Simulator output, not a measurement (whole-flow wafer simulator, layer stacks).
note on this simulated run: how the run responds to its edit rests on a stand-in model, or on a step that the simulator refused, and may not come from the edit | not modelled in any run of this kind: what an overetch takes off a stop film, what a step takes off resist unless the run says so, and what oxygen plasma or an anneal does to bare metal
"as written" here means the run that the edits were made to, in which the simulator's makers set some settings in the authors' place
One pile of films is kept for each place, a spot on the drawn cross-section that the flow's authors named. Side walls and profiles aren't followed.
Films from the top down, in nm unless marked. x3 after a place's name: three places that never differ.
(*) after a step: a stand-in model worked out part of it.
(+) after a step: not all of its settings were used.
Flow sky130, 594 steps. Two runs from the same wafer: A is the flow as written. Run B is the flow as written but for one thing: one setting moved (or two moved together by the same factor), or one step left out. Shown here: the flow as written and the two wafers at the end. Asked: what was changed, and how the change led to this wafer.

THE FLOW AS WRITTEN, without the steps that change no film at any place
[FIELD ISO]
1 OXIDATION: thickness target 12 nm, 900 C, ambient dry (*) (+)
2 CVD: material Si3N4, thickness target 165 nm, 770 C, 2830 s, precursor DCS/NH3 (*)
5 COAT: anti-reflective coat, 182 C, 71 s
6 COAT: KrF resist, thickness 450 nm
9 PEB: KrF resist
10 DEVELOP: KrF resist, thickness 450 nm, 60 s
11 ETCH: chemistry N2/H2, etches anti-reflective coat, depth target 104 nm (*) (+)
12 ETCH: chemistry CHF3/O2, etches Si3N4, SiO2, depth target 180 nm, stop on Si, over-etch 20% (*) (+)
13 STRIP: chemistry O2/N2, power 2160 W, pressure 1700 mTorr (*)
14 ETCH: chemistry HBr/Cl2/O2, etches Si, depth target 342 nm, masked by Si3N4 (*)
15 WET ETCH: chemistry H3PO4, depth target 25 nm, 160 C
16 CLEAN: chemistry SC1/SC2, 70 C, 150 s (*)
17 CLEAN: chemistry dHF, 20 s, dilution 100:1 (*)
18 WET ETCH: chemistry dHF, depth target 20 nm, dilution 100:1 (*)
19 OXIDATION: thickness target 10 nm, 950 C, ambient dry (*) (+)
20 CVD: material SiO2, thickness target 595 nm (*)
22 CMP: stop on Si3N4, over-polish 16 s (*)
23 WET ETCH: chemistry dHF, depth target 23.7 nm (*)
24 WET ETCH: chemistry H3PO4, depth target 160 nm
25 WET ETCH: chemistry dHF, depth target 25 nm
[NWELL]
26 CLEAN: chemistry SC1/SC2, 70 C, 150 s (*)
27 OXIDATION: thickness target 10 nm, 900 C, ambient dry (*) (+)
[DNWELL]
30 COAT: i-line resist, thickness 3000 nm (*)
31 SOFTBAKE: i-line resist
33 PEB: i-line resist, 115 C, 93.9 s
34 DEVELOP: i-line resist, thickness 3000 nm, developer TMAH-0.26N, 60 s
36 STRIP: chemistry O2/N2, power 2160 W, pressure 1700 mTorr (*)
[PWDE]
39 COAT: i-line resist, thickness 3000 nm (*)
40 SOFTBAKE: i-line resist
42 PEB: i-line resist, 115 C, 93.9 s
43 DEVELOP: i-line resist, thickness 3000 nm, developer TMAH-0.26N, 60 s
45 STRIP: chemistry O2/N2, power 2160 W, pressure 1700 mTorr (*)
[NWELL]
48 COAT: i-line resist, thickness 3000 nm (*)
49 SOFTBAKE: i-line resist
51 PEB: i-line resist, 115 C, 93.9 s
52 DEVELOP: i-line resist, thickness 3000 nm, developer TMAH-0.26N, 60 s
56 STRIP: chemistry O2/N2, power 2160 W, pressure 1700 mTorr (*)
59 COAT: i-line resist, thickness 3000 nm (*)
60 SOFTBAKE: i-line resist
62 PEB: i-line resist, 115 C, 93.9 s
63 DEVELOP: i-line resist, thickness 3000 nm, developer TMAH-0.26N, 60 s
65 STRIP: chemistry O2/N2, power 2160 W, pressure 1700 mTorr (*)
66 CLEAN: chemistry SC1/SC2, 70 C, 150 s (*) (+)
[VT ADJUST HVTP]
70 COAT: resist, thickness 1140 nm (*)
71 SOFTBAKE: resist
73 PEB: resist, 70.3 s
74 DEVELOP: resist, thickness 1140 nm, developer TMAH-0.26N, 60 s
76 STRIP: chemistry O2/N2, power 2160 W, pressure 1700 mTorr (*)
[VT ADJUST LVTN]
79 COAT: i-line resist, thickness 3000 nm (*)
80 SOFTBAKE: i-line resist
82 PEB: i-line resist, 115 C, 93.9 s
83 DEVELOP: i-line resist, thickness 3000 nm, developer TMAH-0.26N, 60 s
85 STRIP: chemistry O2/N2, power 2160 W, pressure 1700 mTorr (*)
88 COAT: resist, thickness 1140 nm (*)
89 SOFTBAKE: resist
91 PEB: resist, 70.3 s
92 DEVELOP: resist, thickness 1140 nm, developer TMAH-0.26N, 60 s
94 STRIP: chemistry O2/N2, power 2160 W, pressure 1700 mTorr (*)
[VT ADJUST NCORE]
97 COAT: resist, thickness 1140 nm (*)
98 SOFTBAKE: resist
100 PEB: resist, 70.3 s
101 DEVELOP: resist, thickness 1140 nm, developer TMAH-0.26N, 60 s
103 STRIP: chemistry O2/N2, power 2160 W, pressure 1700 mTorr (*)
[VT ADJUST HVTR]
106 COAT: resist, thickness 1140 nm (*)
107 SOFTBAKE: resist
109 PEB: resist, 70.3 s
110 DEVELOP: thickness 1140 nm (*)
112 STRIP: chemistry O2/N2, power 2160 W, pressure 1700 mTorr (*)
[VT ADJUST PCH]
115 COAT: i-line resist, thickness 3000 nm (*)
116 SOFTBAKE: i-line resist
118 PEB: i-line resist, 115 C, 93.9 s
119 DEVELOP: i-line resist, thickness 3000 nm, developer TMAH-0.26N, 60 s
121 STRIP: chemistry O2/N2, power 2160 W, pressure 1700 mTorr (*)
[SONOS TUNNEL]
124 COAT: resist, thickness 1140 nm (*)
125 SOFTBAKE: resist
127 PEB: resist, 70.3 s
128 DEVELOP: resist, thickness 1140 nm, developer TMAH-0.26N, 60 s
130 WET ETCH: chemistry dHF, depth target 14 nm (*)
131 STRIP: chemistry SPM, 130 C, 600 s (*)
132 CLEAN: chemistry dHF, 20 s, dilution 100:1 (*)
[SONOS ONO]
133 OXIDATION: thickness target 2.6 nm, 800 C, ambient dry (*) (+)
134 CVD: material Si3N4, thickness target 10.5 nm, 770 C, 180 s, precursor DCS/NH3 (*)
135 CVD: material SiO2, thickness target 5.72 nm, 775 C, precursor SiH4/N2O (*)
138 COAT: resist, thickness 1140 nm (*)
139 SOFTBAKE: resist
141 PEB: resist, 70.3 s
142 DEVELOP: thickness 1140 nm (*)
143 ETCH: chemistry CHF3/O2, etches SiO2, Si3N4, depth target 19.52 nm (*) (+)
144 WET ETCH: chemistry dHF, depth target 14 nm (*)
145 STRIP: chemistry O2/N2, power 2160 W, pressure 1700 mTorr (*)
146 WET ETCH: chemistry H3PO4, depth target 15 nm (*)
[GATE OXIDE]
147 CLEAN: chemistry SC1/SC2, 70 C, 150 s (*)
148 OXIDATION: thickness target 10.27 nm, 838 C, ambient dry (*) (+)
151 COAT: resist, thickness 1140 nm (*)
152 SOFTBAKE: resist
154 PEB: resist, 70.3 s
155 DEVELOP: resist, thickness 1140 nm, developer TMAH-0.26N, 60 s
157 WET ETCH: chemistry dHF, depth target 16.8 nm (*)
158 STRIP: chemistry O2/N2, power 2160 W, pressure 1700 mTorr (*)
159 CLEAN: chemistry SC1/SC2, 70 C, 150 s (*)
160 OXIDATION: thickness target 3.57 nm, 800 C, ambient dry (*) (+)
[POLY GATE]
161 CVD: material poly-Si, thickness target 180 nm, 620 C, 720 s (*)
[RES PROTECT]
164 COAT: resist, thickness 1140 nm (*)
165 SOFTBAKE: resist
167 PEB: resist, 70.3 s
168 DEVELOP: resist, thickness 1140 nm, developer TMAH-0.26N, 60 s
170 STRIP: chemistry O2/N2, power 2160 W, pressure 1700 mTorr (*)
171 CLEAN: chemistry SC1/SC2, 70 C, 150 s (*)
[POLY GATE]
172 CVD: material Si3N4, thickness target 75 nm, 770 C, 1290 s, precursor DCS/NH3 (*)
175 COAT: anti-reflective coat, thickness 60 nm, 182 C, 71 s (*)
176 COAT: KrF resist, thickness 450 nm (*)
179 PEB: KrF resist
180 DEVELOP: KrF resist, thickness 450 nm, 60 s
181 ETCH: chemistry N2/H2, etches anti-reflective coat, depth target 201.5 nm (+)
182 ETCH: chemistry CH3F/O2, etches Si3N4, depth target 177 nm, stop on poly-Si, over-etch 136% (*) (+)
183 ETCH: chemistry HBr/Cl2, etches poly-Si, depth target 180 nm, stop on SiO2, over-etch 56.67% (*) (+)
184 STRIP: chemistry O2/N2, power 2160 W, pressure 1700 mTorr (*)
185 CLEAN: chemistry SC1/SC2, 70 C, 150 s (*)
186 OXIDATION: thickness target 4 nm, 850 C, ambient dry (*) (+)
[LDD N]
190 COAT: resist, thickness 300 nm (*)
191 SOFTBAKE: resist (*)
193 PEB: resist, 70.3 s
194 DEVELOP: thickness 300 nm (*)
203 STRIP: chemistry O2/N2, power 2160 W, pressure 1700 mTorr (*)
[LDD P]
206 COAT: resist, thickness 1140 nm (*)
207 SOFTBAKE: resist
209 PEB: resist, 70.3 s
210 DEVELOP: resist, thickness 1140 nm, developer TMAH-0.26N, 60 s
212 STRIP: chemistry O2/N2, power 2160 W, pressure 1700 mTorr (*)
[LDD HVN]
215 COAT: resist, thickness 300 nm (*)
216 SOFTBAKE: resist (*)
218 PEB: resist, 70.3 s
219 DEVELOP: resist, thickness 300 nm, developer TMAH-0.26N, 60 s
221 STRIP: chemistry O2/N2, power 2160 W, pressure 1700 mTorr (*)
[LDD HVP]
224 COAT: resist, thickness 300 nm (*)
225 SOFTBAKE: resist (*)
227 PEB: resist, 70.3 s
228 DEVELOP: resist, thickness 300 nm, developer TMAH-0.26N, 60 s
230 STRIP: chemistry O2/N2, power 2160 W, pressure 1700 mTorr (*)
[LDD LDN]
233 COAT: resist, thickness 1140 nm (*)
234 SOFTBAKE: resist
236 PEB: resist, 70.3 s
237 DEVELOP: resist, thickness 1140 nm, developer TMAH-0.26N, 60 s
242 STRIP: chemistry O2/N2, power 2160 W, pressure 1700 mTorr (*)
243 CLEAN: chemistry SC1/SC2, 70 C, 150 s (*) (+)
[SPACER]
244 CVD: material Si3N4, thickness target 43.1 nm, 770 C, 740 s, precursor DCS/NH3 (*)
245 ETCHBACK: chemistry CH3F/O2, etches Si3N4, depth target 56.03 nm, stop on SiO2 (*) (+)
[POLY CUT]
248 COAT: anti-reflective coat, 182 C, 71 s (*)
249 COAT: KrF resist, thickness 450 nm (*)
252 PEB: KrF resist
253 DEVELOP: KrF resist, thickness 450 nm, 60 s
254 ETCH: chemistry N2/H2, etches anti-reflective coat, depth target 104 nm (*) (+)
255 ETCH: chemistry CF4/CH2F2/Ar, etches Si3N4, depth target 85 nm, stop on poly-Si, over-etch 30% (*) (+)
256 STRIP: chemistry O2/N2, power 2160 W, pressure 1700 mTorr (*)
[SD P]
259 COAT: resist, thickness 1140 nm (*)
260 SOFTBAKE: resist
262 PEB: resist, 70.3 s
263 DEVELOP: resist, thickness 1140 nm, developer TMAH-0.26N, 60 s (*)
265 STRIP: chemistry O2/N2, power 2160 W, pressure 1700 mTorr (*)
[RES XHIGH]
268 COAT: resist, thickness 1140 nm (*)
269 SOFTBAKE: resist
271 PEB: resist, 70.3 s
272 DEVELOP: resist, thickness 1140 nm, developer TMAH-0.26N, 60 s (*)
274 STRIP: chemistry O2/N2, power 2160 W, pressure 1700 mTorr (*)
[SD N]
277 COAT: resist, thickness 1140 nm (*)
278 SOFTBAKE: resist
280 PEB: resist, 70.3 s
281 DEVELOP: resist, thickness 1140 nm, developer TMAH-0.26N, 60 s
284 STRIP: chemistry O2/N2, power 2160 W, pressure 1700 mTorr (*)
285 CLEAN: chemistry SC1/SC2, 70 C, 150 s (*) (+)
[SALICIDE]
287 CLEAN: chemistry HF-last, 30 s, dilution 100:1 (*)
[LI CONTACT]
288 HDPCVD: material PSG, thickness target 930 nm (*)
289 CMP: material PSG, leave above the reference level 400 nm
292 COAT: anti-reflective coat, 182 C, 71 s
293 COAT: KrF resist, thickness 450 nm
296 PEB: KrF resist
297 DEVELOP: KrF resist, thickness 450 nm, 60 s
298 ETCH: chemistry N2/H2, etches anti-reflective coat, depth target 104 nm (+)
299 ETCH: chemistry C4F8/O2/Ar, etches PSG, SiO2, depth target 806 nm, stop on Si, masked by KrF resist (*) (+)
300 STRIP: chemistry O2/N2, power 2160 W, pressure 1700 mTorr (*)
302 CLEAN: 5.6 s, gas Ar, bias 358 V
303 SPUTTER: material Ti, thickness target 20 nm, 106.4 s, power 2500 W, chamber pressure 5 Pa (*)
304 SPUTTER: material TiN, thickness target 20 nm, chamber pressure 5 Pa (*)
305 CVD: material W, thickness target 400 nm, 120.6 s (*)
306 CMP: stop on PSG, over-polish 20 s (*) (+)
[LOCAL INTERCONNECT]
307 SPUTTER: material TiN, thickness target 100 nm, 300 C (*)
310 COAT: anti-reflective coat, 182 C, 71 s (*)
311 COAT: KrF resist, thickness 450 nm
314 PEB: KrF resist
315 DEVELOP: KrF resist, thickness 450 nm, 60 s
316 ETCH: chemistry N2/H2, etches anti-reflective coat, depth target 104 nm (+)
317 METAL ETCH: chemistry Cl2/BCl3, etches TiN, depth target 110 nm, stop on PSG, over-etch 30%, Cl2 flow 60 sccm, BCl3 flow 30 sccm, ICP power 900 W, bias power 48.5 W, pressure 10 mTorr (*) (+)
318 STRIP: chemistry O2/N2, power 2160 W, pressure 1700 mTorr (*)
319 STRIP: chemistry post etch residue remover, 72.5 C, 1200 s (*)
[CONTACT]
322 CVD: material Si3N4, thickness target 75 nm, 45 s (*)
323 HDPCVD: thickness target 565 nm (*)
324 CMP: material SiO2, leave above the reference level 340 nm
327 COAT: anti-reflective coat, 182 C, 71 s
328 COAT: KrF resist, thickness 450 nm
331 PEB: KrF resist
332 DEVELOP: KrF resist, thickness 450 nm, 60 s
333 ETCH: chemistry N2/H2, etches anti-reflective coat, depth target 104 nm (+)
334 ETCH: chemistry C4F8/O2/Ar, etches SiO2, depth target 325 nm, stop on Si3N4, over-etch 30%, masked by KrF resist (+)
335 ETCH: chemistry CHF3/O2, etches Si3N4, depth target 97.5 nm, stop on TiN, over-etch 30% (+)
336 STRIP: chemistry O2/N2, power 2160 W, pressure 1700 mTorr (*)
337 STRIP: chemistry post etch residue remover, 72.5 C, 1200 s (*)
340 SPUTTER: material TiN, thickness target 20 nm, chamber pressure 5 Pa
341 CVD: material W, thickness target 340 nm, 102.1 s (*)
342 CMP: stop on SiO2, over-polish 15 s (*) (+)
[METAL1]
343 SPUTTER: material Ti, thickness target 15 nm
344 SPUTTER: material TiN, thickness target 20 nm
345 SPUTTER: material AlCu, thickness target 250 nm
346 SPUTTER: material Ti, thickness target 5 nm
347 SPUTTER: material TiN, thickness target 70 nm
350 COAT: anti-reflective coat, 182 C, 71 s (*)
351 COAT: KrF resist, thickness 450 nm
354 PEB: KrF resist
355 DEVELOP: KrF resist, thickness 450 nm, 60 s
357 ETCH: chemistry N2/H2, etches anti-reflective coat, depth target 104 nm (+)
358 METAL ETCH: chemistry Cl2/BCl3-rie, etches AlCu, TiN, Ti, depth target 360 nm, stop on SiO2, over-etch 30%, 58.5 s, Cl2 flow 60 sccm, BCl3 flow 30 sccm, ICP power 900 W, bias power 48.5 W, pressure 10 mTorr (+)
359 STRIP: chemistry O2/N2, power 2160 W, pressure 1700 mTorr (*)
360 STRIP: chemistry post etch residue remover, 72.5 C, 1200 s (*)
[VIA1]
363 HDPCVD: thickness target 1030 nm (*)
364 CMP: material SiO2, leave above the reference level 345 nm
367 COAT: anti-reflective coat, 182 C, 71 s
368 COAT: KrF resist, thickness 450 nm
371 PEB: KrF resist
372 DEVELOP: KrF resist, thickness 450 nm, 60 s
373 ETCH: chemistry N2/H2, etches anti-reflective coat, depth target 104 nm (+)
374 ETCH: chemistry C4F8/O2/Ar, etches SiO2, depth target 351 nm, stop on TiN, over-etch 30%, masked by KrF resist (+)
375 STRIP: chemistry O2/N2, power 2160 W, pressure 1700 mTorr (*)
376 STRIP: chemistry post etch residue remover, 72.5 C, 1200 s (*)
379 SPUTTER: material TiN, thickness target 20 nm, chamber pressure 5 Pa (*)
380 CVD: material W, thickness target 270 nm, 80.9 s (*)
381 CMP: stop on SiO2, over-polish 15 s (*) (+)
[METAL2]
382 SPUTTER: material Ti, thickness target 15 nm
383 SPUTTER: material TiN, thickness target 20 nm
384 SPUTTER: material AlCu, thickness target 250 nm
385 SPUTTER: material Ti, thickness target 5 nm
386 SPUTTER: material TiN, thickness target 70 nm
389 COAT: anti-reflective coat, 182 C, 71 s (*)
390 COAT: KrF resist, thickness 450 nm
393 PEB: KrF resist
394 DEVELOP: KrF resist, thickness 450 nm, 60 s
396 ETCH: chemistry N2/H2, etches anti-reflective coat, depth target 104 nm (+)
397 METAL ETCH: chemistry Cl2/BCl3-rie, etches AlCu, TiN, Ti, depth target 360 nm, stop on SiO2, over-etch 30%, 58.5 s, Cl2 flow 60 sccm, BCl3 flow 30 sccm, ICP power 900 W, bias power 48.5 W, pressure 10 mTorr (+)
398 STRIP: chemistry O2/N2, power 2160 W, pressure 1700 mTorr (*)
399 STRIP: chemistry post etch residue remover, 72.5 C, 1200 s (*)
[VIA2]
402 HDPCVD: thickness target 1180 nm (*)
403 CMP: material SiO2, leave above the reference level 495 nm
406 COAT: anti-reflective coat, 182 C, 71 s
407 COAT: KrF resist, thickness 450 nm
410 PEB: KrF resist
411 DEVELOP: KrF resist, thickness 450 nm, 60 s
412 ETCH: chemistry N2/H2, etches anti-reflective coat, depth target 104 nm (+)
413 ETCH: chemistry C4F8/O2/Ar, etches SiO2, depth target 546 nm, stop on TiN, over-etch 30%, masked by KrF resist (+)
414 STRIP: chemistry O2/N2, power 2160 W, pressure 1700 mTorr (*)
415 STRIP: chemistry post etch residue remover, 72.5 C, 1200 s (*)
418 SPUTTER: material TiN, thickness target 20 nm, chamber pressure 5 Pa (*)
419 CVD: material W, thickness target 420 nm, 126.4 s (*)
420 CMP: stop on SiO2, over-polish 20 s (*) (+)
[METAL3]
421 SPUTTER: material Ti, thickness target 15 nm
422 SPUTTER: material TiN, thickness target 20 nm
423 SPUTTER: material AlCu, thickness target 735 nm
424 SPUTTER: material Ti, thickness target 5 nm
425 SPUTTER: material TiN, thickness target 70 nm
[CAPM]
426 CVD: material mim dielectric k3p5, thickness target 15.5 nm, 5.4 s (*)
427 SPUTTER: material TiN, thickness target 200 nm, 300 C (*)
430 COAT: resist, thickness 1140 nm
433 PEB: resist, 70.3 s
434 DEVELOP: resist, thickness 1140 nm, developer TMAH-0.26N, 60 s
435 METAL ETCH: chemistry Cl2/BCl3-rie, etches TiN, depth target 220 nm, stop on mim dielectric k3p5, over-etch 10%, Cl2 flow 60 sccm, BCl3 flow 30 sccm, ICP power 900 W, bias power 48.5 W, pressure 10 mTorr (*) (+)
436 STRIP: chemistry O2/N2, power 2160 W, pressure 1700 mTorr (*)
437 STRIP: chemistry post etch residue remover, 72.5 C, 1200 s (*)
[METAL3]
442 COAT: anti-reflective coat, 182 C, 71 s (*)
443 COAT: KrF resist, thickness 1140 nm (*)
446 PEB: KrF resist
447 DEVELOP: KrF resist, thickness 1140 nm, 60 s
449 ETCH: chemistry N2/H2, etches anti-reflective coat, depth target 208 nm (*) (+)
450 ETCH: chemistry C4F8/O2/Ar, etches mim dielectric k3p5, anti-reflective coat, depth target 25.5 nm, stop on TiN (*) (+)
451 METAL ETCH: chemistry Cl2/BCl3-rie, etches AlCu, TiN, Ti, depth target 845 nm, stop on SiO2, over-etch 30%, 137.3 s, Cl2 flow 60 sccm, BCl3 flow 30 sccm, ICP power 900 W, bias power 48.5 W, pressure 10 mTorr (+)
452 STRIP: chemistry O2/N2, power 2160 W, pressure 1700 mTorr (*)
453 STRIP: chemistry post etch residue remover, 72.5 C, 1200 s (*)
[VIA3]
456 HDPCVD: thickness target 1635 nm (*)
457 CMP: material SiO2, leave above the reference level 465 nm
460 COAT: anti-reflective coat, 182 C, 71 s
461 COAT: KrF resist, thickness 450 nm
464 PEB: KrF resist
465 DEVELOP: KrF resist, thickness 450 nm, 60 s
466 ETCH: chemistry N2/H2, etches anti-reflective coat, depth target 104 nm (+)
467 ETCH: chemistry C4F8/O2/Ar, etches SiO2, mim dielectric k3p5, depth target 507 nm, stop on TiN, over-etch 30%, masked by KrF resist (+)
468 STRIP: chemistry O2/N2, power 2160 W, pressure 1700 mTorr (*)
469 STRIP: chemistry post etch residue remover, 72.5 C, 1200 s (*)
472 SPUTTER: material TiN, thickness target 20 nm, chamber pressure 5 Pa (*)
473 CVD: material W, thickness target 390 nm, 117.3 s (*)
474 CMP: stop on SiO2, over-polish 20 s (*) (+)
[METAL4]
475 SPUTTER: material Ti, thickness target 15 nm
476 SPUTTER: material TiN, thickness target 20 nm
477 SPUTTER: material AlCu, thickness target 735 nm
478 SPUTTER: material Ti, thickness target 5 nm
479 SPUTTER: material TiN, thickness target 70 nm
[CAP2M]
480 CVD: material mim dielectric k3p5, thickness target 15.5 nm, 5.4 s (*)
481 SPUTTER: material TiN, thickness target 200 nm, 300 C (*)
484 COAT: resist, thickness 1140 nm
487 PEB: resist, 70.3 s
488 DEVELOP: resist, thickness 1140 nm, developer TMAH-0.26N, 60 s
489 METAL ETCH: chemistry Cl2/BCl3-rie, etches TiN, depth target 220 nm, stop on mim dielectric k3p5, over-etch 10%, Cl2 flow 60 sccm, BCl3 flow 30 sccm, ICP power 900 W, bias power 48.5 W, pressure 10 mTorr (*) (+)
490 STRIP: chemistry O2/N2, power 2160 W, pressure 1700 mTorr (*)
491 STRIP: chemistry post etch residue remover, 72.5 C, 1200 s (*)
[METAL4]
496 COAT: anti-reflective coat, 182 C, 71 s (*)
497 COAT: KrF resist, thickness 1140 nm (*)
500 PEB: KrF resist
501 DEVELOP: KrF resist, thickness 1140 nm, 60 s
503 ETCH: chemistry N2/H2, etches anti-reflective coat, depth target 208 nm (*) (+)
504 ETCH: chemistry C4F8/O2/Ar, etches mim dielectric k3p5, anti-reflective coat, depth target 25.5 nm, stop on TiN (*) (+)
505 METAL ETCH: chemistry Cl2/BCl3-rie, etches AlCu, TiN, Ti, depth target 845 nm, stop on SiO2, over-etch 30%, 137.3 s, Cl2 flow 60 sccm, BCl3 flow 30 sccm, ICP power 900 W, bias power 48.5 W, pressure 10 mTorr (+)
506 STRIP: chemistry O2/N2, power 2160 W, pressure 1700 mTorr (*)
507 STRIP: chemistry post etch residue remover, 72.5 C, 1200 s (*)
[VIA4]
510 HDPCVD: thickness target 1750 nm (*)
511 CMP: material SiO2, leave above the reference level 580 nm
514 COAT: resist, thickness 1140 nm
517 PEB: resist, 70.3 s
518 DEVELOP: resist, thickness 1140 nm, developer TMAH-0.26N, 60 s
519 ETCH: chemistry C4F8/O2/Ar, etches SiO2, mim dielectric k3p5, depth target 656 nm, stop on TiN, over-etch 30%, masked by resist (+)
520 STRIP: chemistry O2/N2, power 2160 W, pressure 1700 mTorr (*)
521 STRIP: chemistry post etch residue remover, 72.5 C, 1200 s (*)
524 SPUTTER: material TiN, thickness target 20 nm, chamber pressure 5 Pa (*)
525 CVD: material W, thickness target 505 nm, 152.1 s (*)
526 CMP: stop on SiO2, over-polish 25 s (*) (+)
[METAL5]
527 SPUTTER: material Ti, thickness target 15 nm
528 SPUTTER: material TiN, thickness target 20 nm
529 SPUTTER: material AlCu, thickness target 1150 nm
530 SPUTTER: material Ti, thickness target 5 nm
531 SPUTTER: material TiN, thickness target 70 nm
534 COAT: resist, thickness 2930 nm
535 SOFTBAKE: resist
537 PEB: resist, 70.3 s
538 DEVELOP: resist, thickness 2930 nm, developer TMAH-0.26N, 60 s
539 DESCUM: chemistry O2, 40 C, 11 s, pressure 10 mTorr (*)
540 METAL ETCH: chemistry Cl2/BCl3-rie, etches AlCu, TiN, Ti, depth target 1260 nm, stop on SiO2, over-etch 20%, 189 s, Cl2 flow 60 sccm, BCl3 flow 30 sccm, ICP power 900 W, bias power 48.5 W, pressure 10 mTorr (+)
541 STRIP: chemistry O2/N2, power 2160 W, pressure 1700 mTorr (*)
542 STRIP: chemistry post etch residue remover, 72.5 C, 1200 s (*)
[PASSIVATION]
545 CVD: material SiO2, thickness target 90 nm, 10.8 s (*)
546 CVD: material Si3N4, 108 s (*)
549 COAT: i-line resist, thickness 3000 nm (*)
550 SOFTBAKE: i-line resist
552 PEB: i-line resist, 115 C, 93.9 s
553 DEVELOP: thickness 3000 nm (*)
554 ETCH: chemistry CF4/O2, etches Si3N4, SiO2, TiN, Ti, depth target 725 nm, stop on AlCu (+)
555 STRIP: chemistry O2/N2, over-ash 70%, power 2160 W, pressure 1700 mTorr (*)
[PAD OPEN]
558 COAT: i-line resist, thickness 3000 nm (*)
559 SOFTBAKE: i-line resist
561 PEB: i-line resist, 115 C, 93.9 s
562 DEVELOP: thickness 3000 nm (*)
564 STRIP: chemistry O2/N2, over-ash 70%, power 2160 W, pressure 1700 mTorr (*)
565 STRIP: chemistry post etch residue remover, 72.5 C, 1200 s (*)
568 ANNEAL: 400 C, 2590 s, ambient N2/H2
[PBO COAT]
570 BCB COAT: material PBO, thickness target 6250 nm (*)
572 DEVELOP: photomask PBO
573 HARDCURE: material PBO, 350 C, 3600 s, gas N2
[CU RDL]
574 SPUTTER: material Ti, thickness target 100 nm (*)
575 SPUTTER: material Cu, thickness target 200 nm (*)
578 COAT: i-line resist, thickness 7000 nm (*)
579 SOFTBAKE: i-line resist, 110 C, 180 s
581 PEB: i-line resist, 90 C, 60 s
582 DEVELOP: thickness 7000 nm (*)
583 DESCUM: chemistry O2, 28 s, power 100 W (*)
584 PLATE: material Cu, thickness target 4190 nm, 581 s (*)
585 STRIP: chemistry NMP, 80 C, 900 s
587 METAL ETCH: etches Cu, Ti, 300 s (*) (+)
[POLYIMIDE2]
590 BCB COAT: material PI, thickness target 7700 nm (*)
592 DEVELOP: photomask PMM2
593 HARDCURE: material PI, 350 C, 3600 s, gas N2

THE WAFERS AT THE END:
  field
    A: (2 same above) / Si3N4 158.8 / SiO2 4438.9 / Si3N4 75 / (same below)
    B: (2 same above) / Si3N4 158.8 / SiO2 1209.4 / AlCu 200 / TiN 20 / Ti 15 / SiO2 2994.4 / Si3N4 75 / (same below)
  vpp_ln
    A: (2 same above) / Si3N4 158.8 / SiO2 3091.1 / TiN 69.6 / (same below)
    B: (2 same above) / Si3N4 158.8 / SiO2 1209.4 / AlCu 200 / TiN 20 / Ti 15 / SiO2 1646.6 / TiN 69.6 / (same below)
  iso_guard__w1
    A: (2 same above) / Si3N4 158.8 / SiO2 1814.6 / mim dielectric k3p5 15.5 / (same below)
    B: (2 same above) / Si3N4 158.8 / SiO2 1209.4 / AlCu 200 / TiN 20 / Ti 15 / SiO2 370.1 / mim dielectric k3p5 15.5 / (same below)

The cause: step 505, METAL ETCH: depth target 464.8 nm was run, where the flow has depth target 845 nm; step 505, METAL ETCH: 75.5 s was run, where the flow has 137.3 s.

How the change led to this, step by step:
  505 METAL ETCH: chemistry Cl2/BCl3-rie, etches AlCu, TiN, Ti, depth target 845 nm, stop on SiO2, over-etch 30%, 137.3 s, Cl2 flow 60 sccm, BCl3 flow 30 sccm, ICP power 900 W, bias power 48.5 W, pressure 10 mTorr (+)
      field, gate, spacer and 68 more: A TiN -70 (all of it), Ti -5 (all of it), AlCu -735 (all of it), TiN -20 (all of it), Ti -15 (all of it), SiO2 -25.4 | B TiN -70 (all of it), Ti -5 (all of it), AlCu -529.2
      active, vpp_iso1, mim_edge_plate and 14 more: A TiN -70 (all of it), Ti -5 (all of it), AlCu -735 (all of it), TiN -20 (all of it), Ti -15 (all of it), SiO2 -25.3 | B TiN -70 (all of it), Ti -5 (all of it), AlCu -529.2
      (and at 105 more places)
  506 STRIP: chemistry O2/N2, power 2160 W, pressure 1700 mTorr (*)
      mim, dice_street, dext_nw_sti and 46 more: A KrF resist -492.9 (all of it), anti-reflective coat -80 (all of it) | B KrF resist -740.1 (all of it), anti-reflective coat -80 (all of it)
      n_well, p_well, gate_hv and 34 more: A KrF resist -492.9 (all of it), anti-reflective coat -80 (all of it) | B KrF resist -740 (all of it), anti-reflective coat -80 (all of it)
      (and at 19 more places)
  507 STRIP: chemistry post etch residue remover, 72.5 C, 1200 s (*)
      field, active, gate and 85 more: A nothing | B AlCu -5.72
  510 HDPCVD: thickness target 1750 nm (*)
      field, active, gate and 85 more: A SiO2 +1750 | B SiO2 +1750 (new film)
  511 CMP: material SiO2, leave above the reference level 580 nm
      field, active, gate and 77 more: A SiO2 -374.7 | B SiO2 -635
      iso_guard__w1, mim_edge_gap, vpp_l1ln, vpp_m3ln, rpm_encl, via2_enc, rpm_encl_psd, iso_guard_nsd_tip: A SiO2 -374.6 | B SiO2 -635
Counting metal films that touch as one body, field has 1 body; the flow as written gives 0 bodies.
Counting metal films that touch as one body, vpp_ln has 3 bodies (between them, from the top down: SiO2 1646.6; SiO2 267.2); the flow as written gives 2 bodies (between them, from the top down: SiO2 267.2).
Counting metal films that touch as one body, iso_guard__w1 has 2 bodies (between them, from the top down: SiO2 370.1 / mim dielectric k3p5 15.5); the flow as written gives 1 body.
